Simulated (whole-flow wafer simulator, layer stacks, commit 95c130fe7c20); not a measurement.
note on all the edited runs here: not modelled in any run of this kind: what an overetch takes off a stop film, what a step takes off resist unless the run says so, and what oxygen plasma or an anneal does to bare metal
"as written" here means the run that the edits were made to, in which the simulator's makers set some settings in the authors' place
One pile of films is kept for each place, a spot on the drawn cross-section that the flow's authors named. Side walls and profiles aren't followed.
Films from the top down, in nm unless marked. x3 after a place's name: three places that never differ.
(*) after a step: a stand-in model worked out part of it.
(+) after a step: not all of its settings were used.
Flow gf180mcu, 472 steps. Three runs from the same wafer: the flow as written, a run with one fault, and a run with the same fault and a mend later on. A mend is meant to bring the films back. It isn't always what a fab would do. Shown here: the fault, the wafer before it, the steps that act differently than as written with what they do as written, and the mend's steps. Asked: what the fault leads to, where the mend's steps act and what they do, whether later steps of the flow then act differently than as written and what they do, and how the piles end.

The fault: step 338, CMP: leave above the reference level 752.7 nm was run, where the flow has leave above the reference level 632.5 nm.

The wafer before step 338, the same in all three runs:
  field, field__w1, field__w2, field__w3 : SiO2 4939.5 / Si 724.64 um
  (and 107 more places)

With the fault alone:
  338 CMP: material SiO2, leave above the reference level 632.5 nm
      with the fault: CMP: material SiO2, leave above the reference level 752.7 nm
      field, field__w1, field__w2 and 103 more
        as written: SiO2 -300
        with the fault: SiO2 -179.8
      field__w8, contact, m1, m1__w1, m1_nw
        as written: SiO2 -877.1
        with the fault: SiO2 -756.9
  Later steps of the flow that act differently than as written (1 more step differs only slightly, by at most 2% or 0.5 nm, whichever is larger, and isn't shown):
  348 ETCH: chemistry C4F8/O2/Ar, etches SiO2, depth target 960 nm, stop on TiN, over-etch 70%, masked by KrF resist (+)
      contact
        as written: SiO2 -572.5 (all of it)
        with the fault: SiO2 -692.7 (all of it)
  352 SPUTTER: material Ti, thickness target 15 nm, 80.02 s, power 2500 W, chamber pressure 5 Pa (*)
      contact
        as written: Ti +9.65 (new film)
        with the fault: Ti +9 (new film)
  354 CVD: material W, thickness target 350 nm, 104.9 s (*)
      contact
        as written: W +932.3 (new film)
        with the fault: W +1053.6 (new film)
  At the end the piles differ from the flow's by more than 2% or 0.5 nm, whichever is larger, at field__w4, field__w8, contact, m1, m1__w1, mim, mim_1p0, m1_nw.
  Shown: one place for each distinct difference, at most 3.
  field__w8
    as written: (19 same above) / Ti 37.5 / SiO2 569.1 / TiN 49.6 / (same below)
    with the fault: (19 same above) / Ti 37.5 / SiO2 689.3 / TiN 49.6 / (same below)
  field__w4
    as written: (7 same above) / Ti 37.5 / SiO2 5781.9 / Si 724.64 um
    with the fault: (7 same above) / Ti 37.5 / SiO2 5902.1 / Si 724.64 um
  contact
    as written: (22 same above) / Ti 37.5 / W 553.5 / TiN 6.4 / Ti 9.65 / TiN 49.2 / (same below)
    with the fault: (22 same above) / Ti 37.5 / W 674.8 / TiN 5.97 / Ti 9 / TiN 49.2 / (same below)

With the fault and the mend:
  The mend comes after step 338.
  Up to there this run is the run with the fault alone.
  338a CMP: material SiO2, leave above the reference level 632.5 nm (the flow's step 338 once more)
      field, field__w1, field__w2 and 108 more
        SiO2 -120.2
  No later step of the flow acts differently than as written at any place that is followed.
  At the end the piles are the same as the flow's at every place that both follow.
